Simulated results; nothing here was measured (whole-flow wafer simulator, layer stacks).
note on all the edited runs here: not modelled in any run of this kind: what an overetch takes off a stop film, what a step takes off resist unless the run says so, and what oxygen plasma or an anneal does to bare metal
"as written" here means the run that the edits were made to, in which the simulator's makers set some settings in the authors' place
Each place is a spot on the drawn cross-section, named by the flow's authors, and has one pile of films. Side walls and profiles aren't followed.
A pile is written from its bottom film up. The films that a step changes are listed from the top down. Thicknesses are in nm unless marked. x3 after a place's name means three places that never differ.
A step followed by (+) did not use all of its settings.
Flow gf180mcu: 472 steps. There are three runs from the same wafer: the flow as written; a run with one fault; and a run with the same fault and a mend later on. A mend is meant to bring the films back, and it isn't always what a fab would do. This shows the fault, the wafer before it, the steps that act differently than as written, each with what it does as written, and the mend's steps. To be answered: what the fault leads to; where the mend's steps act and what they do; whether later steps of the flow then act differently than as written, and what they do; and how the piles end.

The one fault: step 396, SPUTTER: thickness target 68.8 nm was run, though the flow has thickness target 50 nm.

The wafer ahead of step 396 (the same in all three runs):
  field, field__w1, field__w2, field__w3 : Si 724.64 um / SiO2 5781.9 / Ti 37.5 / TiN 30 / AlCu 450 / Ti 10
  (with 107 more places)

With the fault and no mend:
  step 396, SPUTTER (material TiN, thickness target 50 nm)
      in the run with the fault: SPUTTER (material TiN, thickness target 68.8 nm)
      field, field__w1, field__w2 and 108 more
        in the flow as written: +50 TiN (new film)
        in the run with the fault: +68.8 TiN (new film)
  Steps further on in the flow that do not act as written (1 other step is not shown; it differs only slightly, by no more than 2% or 0.5 nm, whichever is larger):
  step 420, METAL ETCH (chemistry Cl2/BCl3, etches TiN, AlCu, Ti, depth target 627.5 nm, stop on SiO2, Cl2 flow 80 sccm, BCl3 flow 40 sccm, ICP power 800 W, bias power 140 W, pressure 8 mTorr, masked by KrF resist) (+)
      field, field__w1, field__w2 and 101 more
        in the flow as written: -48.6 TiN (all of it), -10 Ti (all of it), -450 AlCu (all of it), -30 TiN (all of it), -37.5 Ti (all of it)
        in the run with the fault: -67.4 TiN (all of it), -10 Ti (all of it), -450 AlCu (all of it), -30 TiN (all of it), -37.5 Ti (all of it)
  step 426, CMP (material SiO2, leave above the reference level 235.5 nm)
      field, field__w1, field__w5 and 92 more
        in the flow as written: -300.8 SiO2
        in the run with the fault: -282 SiO2
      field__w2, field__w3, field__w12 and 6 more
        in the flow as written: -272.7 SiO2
        in the run with the fault: -253 SiO2
  At field__w4, field__w8, contact, m1, m1__w1, mim, mim_1p0, m1_nw, the piles at the end differ from the flow's by more than 2% or 0.5 nm, whichever is larger.
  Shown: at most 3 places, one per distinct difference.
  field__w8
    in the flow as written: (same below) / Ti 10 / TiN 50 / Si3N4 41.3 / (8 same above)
    in the run with the fault: (same below) / Ti 10 / TiN 68.8 / Si3N4 41.3 / (8 same above)
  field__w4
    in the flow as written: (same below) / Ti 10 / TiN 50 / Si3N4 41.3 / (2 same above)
    in the run with the fault: (same below) / Ti 10 / TiN 68.8 / Si3N4 41.3 / (2 same above)
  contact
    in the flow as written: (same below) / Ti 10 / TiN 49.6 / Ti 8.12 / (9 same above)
    in the run with the fault: (same below) / Ti 10 / TiN 68.4 / Ti 8.12 / (9 same above)

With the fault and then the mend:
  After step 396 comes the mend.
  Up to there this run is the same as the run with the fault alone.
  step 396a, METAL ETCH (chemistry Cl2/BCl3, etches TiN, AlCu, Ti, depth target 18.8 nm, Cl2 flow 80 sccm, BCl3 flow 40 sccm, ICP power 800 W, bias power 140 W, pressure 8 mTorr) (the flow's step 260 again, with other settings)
      field, field__w1, field__w2 and 108 more
        -18.8 TiN
  Every later step of the flow that is run acts as written at every place that is followed.
  The piles end the same as the flow's at every place that both follow.
